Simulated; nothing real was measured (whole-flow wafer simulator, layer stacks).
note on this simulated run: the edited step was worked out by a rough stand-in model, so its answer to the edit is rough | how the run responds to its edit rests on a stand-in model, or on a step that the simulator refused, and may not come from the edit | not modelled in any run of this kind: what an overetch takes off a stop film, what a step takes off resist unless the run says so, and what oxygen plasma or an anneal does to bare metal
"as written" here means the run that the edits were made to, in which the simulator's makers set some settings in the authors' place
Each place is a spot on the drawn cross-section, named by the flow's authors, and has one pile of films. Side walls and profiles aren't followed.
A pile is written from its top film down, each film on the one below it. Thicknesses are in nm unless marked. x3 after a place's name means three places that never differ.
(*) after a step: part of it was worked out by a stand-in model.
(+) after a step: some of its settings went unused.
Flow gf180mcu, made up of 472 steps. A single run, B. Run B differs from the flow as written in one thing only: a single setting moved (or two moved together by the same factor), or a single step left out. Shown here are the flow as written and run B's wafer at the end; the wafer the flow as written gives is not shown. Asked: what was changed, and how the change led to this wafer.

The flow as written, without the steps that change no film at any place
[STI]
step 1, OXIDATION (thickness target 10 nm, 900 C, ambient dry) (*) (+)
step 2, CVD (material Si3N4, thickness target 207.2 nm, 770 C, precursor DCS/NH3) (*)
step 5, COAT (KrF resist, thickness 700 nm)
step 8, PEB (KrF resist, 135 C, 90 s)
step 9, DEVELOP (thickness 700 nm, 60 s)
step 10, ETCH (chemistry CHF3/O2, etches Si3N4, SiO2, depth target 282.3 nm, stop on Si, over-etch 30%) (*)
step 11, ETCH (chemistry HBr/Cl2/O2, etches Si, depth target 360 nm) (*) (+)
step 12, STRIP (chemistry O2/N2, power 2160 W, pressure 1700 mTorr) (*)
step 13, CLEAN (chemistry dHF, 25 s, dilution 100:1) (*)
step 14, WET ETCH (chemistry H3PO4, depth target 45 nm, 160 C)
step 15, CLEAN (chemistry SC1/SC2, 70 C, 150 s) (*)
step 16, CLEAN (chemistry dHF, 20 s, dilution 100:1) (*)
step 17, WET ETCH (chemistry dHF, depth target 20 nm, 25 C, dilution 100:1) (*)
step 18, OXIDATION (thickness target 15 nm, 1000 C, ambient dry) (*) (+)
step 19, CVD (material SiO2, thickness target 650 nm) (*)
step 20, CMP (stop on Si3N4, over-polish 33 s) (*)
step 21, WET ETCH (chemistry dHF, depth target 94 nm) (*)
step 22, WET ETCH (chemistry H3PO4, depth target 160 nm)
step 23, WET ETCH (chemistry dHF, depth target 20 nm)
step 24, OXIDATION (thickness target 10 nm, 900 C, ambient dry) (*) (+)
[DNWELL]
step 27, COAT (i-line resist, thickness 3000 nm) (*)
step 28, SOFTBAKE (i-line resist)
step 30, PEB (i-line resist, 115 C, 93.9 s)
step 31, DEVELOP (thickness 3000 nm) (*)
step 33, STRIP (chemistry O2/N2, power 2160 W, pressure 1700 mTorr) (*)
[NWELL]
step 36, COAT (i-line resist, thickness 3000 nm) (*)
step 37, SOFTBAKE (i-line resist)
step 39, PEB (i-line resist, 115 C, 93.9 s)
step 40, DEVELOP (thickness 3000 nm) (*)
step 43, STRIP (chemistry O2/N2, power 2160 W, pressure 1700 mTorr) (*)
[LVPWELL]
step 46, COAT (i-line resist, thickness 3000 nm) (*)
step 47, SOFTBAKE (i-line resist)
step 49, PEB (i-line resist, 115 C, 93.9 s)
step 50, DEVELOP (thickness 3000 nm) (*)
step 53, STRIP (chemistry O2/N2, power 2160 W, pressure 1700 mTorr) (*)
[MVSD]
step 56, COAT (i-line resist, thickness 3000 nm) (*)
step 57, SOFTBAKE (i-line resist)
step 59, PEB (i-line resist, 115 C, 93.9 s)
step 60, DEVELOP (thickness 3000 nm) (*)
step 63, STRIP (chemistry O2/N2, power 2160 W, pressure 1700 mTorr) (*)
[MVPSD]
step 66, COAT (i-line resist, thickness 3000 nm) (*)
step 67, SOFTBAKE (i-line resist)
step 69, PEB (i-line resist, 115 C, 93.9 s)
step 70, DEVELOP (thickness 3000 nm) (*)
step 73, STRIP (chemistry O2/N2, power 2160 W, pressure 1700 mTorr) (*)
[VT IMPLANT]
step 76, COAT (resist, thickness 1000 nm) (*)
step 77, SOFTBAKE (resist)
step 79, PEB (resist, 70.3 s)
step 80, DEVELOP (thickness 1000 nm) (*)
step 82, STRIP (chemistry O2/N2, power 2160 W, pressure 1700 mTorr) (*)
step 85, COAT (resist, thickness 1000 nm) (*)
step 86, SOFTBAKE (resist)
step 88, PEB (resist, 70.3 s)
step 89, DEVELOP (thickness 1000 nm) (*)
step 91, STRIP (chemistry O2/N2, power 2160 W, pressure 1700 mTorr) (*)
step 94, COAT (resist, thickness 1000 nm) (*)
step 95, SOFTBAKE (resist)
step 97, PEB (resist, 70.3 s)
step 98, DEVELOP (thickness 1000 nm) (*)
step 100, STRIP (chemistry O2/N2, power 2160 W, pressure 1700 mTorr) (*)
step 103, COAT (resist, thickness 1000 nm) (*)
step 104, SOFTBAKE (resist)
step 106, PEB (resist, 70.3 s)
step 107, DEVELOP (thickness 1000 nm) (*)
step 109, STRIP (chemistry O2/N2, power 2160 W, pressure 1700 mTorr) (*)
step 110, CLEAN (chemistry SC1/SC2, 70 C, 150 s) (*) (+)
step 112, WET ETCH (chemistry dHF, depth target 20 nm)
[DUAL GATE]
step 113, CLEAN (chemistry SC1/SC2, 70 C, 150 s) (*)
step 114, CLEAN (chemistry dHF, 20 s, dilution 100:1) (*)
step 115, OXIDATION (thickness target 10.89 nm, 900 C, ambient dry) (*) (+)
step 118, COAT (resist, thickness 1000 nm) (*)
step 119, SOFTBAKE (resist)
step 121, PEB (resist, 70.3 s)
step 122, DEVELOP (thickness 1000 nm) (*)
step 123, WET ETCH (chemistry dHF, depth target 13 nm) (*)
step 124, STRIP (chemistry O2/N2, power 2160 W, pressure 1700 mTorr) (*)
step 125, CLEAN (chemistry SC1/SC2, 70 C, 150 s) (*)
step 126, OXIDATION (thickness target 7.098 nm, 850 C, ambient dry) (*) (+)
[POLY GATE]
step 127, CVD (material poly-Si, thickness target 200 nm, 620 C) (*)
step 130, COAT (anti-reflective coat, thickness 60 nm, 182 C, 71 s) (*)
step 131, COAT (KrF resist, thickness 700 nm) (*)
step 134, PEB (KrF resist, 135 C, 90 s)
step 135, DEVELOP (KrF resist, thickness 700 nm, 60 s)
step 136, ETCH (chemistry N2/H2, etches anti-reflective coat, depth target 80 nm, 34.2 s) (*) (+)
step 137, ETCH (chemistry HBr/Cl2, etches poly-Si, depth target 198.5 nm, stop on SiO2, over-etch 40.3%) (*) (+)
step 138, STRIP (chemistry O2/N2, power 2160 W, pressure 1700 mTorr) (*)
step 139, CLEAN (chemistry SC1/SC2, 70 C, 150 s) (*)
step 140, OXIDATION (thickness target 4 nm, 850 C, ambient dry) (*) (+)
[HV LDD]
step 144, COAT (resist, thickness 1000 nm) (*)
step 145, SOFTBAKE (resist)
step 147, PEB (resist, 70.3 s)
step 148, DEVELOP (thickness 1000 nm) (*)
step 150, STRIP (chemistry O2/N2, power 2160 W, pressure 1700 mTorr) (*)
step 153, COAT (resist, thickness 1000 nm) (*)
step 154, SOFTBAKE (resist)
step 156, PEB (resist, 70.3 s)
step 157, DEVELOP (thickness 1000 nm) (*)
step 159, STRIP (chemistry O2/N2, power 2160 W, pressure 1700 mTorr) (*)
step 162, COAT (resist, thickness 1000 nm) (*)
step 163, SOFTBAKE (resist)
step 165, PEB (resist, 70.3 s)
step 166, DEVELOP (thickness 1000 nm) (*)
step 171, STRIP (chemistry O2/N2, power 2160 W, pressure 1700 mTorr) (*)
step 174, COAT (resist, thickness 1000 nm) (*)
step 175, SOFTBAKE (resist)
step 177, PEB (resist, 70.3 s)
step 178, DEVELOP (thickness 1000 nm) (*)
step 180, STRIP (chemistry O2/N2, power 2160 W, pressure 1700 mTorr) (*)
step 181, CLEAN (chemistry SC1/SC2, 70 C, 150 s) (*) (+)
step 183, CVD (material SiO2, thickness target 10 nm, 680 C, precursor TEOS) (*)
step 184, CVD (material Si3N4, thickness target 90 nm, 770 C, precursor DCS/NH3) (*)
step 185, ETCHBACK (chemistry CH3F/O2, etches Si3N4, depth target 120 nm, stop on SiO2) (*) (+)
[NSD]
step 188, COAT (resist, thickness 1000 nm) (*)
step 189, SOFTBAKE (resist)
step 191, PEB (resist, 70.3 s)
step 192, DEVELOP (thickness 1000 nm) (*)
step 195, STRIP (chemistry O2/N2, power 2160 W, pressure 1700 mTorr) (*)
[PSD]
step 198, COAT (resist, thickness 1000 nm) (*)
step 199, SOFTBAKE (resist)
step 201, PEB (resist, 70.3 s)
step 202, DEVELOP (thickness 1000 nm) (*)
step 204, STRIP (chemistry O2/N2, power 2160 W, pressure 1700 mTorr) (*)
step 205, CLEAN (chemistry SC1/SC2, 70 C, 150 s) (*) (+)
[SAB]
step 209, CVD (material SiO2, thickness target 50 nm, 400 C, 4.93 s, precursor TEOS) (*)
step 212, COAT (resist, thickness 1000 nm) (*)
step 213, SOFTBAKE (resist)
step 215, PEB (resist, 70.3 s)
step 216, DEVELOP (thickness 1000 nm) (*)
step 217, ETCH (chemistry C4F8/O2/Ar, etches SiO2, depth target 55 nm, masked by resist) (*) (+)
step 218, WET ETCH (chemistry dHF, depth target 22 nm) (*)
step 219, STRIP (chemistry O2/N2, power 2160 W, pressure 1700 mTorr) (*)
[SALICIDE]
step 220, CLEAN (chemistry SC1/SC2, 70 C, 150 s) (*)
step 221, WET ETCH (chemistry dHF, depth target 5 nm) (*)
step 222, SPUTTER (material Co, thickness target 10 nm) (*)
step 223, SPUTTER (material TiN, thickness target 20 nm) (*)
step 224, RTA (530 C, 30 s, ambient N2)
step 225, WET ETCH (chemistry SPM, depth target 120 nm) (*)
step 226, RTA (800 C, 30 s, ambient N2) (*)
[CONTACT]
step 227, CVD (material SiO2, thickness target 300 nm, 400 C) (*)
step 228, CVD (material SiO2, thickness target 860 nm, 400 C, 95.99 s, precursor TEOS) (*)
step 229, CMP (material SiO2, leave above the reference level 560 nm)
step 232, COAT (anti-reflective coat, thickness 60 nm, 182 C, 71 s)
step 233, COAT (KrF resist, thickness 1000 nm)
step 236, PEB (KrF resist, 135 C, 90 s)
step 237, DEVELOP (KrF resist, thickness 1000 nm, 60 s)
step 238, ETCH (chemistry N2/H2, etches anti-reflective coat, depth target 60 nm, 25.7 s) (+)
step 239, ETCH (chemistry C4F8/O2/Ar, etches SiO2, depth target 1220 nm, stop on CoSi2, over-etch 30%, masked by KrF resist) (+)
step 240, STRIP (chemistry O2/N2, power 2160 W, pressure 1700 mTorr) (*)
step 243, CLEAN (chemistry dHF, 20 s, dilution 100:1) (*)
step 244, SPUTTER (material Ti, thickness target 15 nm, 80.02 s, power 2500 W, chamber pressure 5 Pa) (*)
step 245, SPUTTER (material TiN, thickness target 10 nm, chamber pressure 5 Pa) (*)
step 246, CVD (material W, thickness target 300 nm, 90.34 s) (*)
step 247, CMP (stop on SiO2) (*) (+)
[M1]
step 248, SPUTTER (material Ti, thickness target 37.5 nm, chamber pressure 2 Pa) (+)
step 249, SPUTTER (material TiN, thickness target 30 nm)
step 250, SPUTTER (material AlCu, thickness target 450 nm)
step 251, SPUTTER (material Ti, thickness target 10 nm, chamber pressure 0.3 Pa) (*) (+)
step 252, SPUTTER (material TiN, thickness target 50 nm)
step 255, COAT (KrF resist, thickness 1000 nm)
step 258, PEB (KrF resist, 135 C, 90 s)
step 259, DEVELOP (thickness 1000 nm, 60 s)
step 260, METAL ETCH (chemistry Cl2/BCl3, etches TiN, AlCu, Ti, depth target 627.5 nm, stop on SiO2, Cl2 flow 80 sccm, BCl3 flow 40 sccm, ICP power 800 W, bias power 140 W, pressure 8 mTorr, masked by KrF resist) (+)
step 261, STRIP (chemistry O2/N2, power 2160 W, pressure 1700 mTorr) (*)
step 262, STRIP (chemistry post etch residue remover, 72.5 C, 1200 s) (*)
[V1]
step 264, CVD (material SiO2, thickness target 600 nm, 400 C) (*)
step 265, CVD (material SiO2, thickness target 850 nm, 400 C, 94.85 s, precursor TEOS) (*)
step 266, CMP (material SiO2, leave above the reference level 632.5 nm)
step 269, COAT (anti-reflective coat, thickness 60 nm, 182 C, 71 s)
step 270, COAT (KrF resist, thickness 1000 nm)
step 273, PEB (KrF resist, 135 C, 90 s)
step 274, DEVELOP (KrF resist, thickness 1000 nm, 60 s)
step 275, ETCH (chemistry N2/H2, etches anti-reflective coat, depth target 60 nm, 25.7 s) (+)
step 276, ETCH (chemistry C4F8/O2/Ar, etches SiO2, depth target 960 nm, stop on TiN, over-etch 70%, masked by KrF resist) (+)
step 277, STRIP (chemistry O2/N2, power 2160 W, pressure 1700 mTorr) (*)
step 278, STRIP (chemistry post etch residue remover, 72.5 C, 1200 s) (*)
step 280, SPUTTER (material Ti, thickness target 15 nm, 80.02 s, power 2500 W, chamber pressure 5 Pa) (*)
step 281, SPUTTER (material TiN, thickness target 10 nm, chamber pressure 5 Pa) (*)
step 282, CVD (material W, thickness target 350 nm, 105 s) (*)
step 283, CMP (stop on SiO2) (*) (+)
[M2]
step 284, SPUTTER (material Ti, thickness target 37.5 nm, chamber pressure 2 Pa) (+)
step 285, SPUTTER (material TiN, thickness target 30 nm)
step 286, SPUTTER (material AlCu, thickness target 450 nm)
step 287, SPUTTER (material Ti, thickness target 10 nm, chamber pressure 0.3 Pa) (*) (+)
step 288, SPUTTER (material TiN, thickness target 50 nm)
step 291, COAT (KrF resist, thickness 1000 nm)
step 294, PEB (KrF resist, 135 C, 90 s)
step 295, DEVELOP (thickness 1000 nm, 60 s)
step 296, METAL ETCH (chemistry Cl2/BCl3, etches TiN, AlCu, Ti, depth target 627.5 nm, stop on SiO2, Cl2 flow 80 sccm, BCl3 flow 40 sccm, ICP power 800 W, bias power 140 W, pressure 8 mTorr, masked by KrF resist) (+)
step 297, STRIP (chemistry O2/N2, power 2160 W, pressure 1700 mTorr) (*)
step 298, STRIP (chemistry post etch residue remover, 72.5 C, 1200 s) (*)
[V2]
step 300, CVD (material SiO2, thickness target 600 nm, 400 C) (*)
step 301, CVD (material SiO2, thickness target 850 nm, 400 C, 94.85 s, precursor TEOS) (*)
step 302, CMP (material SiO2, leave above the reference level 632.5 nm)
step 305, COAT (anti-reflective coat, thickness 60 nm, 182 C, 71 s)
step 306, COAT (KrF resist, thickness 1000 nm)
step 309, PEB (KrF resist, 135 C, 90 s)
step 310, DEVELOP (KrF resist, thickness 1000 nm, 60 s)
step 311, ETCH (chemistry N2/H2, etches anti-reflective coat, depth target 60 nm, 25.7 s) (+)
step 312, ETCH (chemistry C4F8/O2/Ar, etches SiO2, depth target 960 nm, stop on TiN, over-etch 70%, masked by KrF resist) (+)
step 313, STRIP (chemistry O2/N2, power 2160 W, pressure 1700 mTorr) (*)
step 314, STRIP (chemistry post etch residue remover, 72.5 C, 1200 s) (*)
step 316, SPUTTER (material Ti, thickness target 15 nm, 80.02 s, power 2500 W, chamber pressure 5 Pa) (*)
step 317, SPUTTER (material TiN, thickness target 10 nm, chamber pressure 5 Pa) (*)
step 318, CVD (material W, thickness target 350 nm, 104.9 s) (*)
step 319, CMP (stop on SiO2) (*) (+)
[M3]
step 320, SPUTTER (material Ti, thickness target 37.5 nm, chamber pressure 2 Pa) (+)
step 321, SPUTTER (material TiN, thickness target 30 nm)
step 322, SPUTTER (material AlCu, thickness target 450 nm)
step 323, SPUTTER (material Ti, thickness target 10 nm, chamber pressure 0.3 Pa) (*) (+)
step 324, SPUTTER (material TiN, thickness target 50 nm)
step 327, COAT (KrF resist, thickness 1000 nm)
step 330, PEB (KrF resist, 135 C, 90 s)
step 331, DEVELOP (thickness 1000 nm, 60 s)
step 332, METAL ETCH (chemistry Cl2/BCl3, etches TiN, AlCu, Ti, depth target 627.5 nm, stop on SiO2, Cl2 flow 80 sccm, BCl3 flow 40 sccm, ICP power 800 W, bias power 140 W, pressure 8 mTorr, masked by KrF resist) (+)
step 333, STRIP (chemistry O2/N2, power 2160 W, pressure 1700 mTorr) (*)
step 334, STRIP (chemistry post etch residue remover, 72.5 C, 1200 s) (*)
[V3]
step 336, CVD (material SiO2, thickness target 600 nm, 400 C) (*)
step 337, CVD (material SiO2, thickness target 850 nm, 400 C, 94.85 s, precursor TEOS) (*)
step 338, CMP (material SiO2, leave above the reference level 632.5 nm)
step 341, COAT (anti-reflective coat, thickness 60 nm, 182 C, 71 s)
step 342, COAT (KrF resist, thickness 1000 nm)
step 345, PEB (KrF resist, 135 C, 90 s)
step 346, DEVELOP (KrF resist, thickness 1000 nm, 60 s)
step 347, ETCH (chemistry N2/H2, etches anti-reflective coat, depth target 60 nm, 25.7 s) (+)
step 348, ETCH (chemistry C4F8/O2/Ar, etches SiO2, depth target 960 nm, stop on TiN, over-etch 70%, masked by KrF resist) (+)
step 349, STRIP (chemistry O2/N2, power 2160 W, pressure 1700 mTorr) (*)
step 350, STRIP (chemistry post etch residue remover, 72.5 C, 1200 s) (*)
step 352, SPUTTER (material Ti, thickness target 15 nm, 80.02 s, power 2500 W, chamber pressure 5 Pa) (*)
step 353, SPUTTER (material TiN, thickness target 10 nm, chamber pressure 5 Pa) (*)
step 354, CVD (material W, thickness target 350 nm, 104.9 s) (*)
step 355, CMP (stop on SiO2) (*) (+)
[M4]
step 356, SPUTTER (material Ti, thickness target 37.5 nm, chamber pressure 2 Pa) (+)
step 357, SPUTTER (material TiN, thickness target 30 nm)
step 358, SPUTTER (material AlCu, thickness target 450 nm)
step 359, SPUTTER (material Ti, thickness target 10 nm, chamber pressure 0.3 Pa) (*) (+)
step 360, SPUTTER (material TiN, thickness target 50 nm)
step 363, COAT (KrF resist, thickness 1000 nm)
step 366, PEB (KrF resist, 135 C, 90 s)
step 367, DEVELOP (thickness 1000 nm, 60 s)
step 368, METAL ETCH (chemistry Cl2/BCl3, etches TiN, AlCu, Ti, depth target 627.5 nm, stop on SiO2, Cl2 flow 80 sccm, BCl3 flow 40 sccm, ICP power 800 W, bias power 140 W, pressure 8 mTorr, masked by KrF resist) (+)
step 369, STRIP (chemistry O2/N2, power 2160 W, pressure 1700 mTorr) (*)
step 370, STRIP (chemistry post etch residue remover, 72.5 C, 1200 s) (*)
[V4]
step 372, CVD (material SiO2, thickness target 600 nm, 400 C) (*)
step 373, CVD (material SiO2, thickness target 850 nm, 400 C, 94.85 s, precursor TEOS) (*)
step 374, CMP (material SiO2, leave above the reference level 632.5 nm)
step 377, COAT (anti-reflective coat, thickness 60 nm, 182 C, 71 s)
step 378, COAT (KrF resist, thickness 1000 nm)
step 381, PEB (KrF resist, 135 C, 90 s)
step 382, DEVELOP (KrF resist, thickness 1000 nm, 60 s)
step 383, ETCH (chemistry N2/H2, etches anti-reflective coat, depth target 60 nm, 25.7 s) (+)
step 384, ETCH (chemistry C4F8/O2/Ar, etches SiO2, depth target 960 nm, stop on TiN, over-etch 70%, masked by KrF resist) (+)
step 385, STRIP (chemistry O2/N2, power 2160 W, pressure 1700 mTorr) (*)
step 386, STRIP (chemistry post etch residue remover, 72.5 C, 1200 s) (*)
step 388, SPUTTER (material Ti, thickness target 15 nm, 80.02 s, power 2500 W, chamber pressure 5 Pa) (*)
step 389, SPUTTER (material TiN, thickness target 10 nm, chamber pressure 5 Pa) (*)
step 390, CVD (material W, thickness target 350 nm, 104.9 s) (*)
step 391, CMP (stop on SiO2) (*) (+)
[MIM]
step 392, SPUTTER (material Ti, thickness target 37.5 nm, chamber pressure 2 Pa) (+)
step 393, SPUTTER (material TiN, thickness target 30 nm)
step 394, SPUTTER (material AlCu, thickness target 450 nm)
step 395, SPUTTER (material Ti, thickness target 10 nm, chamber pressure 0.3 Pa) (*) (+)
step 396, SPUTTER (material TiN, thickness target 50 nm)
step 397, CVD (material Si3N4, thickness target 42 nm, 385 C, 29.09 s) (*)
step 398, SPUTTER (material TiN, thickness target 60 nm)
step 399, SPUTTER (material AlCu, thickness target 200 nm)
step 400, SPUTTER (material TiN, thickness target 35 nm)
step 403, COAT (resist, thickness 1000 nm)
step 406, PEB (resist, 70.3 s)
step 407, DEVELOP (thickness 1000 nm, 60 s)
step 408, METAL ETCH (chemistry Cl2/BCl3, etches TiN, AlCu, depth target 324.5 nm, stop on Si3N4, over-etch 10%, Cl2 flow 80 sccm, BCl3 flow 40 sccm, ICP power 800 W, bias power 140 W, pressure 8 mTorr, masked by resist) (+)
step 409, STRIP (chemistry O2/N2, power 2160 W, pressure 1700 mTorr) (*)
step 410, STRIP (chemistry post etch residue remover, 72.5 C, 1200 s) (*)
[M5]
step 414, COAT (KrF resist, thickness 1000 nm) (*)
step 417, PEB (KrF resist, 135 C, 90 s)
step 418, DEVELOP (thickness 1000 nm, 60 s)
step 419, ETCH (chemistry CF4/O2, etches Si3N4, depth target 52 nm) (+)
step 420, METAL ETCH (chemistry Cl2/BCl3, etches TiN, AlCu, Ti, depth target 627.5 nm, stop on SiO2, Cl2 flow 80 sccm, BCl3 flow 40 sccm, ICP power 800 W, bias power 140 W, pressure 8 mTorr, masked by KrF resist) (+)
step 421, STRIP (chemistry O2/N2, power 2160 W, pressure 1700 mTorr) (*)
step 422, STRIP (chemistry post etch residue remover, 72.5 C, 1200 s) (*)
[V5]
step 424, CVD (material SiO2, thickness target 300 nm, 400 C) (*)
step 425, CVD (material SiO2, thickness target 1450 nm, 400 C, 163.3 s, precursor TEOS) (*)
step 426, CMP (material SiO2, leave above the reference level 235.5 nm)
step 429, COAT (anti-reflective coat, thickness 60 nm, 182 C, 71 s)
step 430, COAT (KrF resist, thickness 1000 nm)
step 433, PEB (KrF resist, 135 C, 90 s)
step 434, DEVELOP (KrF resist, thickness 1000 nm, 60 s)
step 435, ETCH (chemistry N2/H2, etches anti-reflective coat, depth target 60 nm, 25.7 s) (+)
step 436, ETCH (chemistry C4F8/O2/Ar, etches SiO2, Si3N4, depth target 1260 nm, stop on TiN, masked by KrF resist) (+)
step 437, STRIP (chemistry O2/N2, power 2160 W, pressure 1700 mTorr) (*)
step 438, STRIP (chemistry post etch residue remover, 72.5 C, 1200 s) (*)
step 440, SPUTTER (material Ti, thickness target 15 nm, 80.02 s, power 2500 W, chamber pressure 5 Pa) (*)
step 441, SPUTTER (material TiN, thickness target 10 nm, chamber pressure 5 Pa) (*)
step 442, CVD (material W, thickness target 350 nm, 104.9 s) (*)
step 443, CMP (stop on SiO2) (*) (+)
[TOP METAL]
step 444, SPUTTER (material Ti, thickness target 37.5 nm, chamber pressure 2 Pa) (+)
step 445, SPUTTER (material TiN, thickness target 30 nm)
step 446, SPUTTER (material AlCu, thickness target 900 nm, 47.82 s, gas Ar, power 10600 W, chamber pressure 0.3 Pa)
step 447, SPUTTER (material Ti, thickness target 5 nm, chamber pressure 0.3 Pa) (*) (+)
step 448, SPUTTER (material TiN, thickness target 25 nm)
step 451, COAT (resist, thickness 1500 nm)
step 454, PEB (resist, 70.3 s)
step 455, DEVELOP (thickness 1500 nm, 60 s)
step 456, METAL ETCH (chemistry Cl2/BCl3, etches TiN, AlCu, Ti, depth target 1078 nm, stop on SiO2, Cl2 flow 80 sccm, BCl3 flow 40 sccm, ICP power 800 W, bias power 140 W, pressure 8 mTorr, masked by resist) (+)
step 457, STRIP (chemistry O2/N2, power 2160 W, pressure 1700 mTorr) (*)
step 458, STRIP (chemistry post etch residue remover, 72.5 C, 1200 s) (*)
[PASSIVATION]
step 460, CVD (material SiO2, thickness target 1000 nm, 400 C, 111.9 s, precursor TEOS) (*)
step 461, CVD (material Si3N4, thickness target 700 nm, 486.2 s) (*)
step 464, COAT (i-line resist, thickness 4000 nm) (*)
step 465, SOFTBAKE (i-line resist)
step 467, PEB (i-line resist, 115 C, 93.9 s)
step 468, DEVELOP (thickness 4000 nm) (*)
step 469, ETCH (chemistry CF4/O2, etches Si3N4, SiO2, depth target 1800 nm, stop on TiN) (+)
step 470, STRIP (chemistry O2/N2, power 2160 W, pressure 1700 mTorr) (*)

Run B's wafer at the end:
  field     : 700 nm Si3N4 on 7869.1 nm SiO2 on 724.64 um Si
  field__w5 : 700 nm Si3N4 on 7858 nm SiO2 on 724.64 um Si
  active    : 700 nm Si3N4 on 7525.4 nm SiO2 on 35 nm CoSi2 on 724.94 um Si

The reason: step 425, CVD: thickness target 783 nm was run, while the flow as written has thickness target 1450 nm; step 425, CVD: 88.17 s was run, where the flow has 163.3 s.

How this came from the change, step by step:
  step 425, CVD (material SiO2, thickness target 1450 nm, 400 C, 163.3 s, precursor TEOS) (*)
      field, field__w1, field__w4 and 100 more: +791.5 SiO2 (as written it would have been: +1450 SiO2)
      field__w2, field__w3, field__w12 and 6 more: +776.7 SiO2 (as written it would have been: +1421.8 SiO2)
  step 426, CMP (material SiO2, leave above the reference level 235.5 nm)
      field, field__w1, field__w5 and 92 more: nothing (as written it would have been: -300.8 SiO2)
      field__w2, field__w3, field__w12 and 6 more: nothing (as written it would have been: -272.7 SiO2)
      (also at 8 further places)
  step 429, COAT (anti-reflective coat, thickness 60 nm, 182 C, 71 s)
      field_sub, field_sub__w2, field_sub__w3 and 6 more: +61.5 anti-reflective coat (new film) (as written it would have been: +60 anti-reflective coat (new film))
      p_well, sti, spacer, sd_n, pad, dice_street: +62.6 anti-reflective coat (new film) (as written it would have been: +60 anti-reflective coat (new film))
      (also at 57 further places)
  step 430, COAT (KrF resist, thickness 1000 nm)
      field: +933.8 KrF resist (new film) (as written it would have been: +1000 KrF resist (new film))
      field__w7: +1083.5 KrF resist (new film) (as written it would have been: +1000 KrF resist (new film))
      (also at 26 further places)
  step 433, PEB (KrF resist, 135 C, 90 s)
      field__w7, gate_p: -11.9 KrF resist (as written it would have been: -10.5 KrF resist)
      m1, nw_sep_fld: -7.04 KrF resist (as written it would have been: -10.5 KrF resist)
      (also at 17 further places)
  step 434, DEVELOP (KrF resist, thickness 1000 nm, 60 s)
      contact: -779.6 KrF resist (all of it) (as written it would have been: -989.5 KrF resist (all of it))
  step 435, ETCH (chemistry N2/H2, etches anti-reflective coat, depth target 60 nm, 25.7 s) (+)
      contact: -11 anti-reflective coat (all of it), -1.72 SiO2 (as written it would have been: -60 anti-reflective coat (all of it), -0.46 SiO2)
  step 437, STRIP (chemistry O2/N2, power 2160 W, pressure 1700 mTorr) (*)
      p_well, sti, spacer, sd_n, pad, dice_street: -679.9 KrF resist (all of it), -62.6 anti-reflective coat (all of it) (as written it would have been: -679.2 KrF resist (all of it), -60 anti-reflective coat (all of it))
      field_sub__w3, ld_drn_n, ld_fp_p: -682.5 KrF resist (all of it), -61.5 anti-reflective coat (all of it) (as written it would have been: -679.2 KrF resist (all of it), -60 anti-reflective coat (all of it))
      (also at 63 further places)
  step 440, SPUTTER (material Ti, thickness target 15 nm, 80.02 s, power 2500 W, chamber pressure 5 Pa) (*)
      field__w2: +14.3 Ti (new film) (as written it would have been: +15 Ti (new film))
      contact: +9.99 Ti (new film) (as written it would have been: +8.12 Ti (new film))
  step 441, SPUTTER (material TiN, thickness target 10 nm, chamber pressure 5 Pa) (*)
      contact: +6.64 TiN (new film) (as written it would have been: +5.38 TiN (new film))
  step 442, CVD (material W, thickness target 350 nm, 104.9 s) (*)
      contact: +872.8 W (new film) (as written it would have been: +1233.6 W (new film))
  step 443, CMP (stop on SiO2) (*) (+)
      field__w3, field__w12, npoly_sal, ppoly_sal, nw_sep_fld, gate_hv5, gate_p_hv5, sti_nw: -350 W (all of it), -10 TiN (all of it), -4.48 Ti (as written it would have been: -350 W (all of it), -10 TiN (all of it), -15 Ti (all of it), -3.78 SiO2)
      field__w2: -350.6 W (all of it), -9.52 TiN (all of it), -3.82 Ti (as written it would have been: -350 W (all of it), -10 TiN (all of it), -15 Ti (all of it), -3.78 SiO2)
      (also at 7 further places)
  step 444, SPUTTER (material Ti, thickness target 37.5 nm, chamber pressure 2 Pa) (+)
      field__w2, field__w3, field__w12 and 6 more: +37 Ti (as written it would have been: +37.5 Ti (new film))
  step 445, SPUTTER (material TiN, thickness target 30 nm)
      field__w2, field__w3, field__w12 and 6 more: +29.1 TiN (new film) (as written it would have been: +30 TiN (new film))
  step 447, SPUTTER (material Ti, thickness target 5 nm, chamber pressure 0.3 Pa) (*) (+)
      field__w2: +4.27 Ti (new film) (as written it would have been: +5 Ti (new film))
  step 448, SPUTTER (material TiN, thickness target 25 nm)
      field__w3, field__w12, npoly_sal, ppoly_sal, nw_sep_fld, gate_hv5, gate_p_hv5, sti_nw: +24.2 TiN (new film) (as written it would have been: +25 TiN (new film))
      field__w2: +21.3 TiN (new film) (as written it would have been: +25 TiN (new film))
  ... 9 further steps ...
  step 470, STRIP (chemistry O2/N2, power 2160 W, pressure 1700 mTorr) (*)
      field__w8, m1__w1: -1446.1 i-line resist (all of it) (as written it would have been: -1775.9 i-line resist (all of it))
      m1: -1461.1 i-line resist (all of it) (as written it would have been: -1798.9 i-line resist (all of it))
      (also at 3 further places)
